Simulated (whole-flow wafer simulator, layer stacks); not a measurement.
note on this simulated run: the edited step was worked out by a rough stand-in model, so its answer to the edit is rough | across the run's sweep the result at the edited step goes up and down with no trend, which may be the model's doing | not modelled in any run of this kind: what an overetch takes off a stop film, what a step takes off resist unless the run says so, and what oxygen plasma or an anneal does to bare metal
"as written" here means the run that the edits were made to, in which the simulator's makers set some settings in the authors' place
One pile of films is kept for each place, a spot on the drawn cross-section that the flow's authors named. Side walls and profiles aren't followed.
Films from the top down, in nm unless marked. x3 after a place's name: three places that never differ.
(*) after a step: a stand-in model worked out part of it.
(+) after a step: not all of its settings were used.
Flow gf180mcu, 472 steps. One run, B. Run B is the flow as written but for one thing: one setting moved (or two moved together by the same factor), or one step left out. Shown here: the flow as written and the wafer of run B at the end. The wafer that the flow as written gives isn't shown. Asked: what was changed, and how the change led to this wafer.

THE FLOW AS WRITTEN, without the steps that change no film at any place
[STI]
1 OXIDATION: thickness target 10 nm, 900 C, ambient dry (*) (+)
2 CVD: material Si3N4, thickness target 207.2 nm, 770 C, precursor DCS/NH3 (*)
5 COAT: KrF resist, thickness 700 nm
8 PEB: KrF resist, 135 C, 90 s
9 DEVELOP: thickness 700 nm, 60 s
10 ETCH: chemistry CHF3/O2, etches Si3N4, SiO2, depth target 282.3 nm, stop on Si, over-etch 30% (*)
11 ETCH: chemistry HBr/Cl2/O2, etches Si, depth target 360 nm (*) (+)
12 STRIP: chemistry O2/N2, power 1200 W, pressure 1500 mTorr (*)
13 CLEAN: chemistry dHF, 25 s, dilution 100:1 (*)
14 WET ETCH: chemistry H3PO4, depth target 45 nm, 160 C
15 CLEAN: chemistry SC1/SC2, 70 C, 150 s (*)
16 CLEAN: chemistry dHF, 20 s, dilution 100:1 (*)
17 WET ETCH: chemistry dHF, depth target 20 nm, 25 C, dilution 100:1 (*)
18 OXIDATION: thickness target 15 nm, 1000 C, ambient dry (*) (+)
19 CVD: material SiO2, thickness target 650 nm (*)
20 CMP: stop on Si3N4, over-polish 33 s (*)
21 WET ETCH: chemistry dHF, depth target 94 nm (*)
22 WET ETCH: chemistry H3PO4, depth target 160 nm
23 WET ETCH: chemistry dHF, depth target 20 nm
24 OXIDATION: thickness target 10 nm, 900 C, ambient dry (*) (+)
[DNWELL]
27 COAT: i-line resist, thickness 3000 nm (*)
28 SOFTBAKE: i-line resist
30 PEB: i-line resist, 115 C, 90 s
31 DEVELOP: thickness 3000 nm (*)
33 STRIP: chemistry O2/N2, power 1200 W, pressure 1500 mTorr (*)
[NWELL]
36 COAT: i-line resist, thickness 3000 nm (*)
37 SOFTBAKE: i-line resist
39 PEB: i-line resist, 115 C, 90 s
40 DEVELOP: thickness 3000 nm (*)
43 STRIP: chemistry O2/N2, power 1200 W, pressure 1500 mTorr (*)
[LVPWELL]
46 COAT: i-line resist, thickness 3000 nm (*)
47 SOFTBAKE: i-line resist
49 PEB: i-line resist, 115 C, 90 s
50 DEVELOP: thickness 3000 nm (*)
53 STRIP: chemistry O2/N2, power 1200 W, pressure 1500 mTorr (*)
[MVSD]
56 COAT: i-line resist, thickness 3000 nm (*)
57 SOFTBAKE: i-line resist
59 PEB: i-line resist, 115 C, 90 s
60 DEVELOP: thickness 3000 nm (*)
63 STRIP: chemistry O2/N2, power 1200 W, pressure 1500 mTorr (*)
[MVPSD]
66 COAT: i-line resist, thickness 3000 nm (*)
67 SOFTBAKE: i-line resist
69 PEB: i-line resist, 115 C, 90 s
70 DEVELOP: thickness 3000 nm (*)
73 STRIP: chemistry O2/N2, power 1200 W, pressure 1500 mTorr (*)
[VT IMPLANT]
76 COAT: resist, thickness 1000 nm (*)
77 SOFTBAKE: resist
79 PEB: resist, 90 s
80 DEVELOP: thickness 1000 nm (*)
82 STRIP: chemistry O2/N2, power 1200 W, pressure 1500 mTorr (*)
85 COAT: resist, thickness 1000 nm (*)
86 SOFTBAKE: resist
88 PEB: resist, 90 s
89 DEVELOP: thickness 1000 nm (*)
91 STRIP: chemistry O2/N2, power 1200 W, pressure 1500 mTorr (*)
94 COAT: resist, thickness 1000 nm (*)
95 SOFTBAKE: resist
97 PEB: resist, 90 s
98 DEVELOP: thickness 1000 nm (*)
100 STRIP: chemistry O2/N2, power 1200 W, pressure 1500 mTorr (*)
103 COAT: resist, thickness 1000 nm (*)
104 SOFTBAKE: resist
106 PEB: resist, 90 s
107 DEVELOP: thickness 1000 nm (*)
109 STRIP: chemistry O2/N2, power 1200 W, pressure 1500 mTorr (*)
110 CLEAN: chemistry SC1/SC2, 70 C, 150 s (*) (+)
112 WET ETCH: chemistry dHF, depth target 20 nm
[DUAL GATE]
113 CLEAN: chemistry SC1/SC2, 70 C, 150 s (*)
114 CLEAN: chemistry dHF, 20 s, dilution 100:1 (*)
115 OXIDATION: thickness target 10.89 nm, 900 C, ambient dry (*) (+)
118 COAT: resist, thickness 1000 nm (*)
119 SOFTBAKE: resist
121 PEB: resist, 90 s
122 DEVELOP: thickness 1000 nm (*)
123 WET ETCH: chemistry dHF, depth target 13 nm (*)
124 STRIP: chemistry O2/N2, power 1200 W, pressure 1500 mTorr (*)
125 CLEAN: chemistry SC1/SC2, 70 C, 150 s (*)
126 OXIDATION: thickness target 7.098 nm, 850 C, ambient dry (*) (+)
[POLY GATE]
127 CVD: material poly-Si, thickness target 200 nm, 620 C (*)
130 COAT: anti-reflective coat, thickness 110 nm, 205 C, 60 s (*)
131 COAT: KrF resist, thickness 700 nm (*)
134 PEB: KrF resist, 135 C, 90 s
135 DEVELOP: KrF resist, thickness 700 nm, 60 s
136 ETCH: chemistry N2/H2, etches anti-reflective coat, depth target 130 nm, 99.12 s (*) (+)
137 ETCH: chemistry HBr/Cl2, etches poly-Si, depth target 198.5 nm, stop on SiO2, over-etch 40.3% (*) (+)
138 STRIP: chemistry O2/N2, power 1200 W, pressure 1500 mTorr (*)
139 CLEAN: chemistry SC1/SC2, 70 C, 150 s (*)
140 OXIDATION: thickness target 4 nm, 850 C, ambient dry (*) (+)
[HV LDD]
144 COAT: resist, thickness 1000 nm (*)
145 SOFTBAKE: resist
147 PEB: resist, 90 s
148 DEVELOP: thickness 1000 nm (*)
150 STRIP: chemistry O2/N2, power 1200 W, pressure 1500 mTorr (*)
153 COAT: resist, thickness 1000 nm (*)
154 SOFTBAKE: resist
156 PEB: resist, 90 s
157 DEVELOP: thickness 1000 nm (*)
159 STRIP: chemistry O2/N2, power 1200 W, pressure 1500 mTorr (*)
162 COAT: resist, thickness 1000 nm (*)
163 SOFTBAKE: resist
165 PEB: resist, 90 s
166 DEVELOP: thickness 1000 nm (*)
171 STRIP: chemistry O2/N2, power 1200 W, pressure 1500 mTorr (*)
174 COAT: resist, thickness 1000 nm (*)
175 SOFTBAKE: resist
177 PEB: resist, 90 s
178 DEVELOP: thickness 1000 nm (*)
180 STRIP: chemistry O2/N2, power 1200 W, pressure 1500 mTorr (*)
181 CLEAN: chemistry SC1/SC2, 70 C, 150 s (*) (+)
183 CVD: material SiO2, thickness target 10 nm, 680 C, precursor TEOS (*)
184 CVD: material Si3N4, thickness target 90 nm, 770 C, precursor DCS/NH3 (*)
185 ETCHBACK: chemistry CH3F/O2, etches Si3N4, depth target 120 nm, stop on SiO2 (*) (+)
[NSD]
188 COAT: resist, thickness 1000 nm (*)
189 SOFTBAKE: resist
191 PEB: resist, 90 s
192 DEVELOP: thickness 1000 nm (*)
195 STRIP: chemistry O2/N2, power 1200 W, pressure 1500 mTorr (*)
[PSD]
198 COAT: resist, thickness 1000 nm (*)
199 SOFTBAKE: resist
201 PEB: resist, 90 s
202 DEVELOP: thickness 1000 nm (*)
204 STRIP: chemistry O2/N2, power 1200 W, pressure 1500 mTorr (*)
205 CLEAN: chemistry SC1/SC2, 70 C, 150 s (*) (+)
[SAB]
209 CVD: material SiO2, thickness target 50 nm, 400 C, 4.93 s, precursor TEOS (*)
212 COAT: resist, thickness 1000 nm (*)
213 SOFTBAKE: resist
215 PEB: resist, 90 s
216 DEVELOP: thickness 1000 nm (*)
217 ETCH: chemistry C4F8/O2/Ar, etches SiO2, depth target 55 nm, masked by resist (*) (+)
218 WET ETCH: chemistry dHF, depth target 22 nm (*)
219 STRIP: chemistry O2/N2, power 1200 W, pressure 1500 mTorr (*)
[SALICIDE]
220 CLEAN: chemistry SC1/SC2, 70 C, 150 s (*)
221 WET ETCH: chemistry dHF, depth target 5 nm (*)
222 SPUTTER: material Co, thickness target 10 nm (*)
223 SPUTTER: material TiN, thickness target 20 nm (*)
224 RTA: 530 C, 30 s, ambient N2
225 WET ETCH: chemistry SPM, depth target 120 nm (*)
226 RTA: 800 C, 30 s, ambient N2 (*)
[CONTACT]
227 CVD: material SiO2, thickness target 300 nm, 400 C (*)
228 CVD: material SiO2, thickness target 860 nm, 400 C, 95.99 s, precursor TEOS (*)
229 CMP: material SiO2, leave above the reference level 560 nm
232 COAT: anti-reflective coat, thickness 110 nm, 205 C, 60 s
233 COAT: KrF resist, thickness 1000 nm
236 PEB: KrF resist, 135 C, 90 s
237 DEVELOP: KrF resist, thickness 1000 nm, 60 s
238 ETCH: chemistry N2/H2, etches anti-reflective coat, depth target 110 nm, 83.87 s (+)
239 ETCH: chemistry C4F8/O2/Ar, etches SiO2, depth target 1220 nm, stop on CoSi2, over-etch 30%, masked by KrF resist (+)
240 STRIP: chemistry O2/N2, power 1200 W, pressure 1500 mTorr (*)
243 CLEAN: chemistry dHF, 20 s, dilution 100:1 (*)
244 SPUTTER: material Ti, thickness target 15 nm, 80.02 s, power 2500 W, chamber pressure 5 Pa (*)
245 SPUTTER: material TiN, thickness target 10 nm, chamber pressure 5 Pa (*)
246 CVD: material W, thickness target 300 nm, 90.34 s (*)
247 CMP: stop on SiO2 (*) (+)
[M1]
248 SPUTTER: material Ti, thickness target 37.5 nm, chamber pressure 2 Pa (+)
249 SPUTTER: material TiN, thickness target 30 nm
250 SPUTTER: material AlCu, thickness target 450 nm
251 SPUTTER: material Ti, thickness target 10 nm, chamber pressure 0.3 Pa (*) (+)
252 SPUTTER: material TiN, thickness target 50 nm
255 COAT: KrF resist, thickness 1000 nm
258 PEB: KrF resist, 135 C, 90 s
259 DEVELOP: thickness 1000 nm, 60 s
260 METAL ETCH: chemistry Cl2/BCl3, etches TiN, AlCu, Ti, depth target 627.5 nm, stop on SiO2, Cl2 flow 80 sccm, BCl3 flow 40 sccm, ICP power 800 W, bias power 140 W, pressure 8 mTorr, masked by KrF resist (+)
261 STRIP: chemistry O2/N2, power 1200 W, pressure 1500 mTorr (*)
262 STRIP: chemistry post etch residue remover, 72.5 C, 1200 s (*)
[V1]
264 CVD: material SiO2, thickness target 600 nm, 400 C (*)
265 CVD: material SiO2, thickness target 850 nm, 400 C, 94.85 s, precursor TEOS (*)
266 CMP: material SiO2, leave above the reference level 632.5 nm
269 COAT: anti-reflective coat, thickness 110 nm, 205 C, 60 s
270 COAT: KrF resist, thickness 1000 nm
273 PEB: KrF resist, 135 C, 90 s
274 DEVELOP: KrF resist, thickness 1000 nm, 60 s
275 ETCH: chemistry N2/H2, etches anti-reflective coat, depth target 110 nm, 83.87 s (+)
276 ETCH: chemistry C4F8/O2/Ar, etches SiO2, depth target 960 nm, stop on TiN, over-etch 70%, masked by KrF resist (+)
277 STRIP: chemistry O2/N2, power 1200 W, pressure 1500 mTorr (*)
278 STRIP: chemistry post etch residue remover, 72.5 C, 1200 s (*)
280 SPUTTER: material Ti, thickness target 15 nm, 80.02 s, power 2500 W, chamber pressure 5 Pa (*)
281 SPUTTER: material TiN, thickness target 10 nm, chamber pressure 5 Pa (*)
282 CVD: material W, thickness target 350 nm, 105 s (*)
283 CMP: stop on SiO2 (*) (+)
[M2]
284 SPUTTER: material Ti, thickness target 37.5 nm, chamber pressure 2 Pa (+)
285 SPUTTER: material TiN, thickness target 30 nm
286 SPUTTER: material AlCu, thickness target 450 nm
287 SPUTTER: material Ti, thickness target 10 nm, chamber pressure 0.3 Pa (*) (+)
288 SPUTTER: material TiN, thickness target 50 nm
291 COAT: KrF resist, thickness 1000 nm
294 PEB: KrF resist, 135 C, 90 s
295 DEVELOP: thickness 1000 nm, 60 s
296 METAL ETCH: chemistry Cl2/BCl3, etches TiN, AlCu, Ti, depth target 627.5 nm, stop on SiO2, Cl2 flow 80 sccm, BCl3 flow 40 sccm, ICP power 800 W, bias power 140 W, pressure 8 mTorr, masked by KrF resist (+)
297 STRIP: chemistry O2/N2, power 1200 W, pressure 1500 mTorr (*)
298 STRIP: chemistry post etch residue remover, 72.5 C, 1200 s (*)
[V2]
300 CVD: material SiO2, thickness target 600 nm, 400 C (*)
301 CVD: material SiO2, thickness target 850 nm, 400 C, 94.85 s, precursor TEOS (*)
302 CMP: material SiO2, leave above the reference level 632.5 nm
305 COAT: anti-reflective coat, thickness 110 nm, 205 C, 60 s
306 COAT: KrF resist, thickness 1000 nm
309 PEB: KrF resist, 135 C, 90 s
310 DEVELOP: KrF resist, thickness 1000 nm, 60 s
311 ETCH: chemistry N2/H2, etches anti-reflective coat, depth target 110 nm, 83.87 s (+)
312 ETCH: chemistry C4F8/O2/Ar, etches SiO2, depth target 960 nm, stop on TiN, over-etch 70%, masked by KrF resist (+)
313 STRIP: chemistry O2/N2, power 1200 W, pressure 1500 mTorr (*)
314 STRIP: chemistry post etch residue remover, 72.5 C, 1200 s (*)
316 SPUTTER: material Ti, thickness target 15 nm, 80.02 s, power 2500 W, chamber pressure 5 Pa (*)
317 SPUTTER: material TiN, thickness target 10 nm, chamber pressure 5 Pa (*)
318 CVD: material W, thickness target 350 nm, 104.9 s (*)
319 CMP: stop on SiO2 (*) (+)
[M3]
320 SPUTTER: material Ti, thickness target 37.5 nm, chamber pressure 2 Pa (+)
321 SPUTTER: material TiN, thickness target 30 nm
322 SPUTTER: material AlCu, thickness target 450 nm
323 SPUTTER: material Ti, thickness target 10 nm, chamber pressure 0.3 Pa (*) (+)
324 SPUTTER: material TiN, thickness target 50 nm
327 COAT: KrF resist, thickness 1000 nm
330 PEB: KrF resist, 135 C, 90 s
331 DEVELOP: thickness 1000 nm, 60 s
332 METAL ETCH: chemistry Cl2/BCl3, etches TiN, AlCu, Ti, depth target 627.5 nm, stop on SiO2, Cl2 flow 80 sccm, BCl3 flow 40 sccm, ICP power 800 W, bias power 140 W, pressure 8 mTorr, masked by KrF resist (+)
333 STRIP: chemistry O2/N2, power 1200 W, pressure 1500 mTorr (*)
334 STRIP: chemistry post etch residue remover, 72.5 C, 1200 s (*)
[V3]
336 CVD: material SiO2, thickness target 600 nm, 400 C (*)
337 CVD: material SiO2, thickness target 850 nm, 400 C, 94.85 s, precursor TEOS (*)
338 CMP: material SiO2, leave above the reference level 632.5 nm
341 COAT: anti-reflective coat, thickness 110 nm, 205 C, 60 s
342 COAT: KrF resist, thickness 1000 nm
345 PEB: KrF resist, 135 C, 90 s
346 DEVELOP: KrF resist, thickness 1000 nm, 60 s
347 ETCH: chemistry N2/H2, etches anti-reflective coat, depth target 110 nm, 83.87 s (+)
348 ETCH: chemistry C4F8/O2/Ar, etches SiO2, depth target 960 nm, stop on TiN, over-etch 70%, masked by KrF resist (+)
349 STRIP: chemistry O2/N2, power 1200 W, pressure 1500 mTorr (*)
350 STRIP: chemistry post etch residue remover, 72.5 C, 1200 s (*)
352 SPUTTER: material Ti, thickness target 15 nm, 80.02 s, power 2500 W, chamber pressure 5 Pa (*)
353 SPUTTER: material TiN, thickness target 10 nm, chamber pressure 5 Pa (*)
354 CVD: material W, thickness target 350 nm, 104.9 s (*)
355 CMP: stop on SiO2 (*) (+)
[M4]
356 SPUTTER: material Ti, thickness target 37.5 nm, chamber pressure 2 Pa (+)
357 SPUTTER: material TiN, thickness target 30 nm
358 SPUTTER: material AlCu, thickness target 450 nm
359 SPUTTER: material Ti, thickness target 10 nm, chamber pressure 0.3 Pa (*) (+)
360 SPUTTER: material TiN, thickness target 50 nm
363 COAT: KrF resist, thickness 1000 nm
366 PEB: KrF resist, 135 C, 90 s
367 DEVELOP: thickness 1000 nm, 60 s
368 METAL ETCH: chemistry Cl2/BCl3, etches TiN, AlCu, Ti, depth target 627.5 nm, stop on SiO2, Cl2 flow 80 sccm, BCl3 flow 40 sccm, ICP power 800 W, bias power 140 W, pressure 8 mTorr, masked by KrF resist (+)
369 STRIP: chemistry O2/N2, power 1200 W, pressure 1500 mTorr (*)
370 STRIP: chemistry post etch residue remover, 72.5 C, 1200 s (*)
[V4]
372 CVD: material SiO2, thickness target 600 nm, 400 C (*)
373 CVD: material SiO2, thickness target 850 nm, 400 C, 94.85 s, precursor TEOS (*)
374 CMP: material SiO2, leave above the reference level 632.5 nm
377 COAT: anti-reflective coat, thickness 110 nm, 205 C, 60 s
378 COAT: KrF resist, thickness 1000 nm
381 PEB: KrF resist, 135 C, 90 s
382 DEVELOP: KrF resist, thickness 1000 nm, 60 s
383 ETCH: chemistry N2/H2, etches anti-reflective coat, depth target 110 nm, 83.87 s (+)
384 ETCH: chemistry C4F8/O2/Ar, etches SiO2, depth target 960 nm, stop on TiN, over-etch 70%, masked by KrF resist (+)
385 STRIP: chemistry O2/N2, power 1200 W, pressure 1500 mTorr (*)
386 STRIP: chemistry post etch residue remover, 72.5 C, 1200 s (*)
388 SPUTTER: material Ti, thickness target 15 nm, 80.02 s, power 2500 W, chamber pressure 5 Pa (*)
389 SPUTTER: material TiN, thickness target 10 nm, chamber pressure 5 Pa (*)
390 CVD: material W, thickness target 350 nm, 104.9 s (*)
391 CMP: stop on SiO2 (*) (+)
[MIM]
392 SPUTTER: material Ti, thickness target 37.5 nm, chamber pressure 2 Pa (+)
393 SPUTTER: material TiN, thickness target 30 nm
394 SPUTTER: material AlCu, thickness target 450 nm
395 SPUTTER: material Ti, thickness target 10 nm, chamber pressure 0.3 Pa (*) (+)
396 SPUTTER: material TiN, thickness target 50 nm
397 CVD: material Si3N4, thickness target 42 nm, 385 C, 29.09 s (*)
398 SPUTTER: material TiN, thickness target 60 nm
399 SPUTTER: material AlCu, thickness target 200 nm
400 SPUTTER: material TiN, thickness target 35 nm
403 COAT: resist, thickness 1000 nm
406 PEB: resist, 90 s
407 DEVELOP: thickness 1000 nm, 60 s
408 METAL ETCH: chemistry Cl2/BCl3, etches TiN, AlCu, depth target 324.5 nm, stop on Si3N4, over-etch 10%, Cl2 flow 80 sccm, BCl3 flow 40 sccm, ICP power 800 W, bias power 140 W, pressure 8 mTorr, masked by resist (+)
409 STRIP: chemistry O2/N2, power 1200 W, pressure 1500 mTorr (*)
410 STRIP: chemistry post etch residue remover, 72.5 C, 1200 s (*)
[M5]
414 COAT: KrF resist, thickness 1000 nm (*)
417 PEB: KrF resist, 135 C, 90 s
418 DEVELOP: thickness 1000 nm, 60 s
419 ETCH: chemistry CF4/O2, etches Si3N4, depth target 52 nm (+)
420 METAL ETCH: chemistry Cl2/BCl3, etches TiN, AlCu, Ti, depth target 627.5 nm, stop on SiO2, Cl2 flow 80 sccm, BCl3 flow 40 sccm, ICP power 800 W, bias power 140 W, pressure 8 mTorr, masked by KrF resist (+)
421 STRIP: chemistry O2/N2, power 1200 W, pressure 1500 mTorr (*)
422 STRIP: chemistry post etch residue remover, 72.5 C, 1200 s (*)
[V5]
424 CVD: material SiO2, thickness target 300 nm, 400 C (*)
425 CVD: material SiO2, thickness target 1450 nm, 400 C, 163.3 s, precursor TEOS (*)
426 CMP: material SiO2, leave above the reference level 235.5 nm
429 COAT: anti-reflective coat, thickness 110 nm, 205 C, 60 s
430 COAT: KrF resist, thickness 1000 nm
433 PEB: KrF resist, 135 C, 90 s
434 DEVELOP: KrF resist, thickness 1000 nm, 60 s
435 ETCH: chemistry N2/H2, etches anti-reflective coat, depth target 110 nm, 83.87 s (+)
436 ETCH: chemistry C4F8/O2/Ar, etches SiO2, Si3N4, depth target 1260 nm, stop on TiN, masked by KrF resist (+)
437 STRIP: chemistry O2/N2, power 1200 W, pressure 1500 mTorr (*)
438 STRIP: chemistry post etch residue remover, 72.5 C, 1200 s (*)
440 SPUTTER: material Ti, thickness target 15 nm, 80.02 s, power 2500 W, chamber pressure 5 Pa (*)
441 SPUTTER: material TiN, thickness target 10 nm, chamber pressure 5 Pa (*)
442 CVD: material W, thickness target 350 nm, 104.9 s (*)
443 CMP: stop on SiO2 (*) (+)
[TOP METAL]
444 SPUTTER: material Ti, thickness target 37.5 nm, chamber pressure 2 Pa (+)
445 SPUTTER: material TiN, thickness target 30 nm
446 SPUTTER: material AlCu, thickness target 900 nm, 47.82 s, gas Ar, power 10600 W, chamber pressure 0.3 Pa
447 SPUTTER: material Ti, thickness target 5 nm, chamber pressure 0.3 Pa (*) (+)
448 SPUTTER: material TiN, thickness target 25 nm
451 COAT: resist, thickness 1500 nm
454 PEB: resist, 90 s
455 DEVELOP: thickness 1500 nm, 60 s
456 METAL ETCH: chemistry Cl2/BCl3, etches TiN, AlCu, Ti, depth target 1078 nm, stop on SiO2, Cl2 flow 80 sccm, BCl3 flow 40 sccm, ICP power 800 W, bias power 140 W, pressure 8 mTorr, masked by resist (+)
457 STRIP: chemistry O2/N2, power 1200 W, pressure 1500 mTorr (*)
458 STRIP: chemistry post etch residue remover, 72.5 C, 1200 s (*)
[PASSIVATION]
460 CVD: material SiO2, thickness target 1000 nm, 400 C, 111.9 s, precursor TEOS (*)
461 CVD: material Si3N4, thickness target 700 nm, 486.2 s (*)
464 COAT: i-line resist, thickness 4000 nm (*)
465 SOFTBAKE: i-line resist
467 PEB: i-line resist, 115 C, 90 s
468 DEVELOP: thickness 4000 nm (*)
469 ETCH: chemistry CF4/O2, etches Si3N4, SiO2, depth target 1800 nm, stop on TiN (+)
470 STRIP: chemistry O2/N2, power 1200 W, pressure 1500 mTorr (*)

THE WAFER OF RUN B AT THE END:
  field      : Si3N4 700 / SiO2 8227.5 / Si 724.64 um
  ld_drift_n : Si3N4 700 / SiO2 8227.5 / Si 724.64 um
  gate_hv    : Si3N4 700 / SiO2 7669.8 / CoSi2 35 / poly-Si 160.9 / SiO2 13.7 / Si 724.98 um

The cause: step 126, OXIDATION: thickness target 6.388 nm was run, where the flow has thickness target 7.098 nm.

How the change led to this, step by step:
  126 OXIDATION: thickness target 7.098 nm, 850 C, ambient dry (*) (+)
      gate_hv, active_hv, active_nat and 25 more: SiO2 +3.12, Si -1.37 (as written it would be: SiO2 +3.72, Si -1.64)
      active, n_well, p_well and 12 more: SiO2 +6.39 (new film), chemical SiO2 -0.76 (all of it), Si -2.48 (as written it would be: SiO2 +7.1 (new film), chemical SiO2 -0.76 (all of it), Si -2.79)
  189 SOFTBAKE: resist
      field__w9: resist -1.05 (as written it would be: resist +1.85)
  199 SOFTBAKE: resist
      field__w9: resist -1.05 (as written it would be: resist +1.85)
  218 WET ETCH: chemistry dHF, depth target 22 nm (*)
      active, p_well, sd_n, iso_ptap_pw, iso_ntap_nw, iso_ptap_sub, vpnp_e: SiO2 -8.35 (all of it) (as written it would be: SiO2 -9.01 (all of it))
      ldn_tap, ldn_src, ldn_drn, ldp_tap, ldp_src, ldp_drn, ldp_gr: SiO2 -15.4 (all of it) (as written it would be: SiO2 -16 (all of it))
      (and at 7 more places)
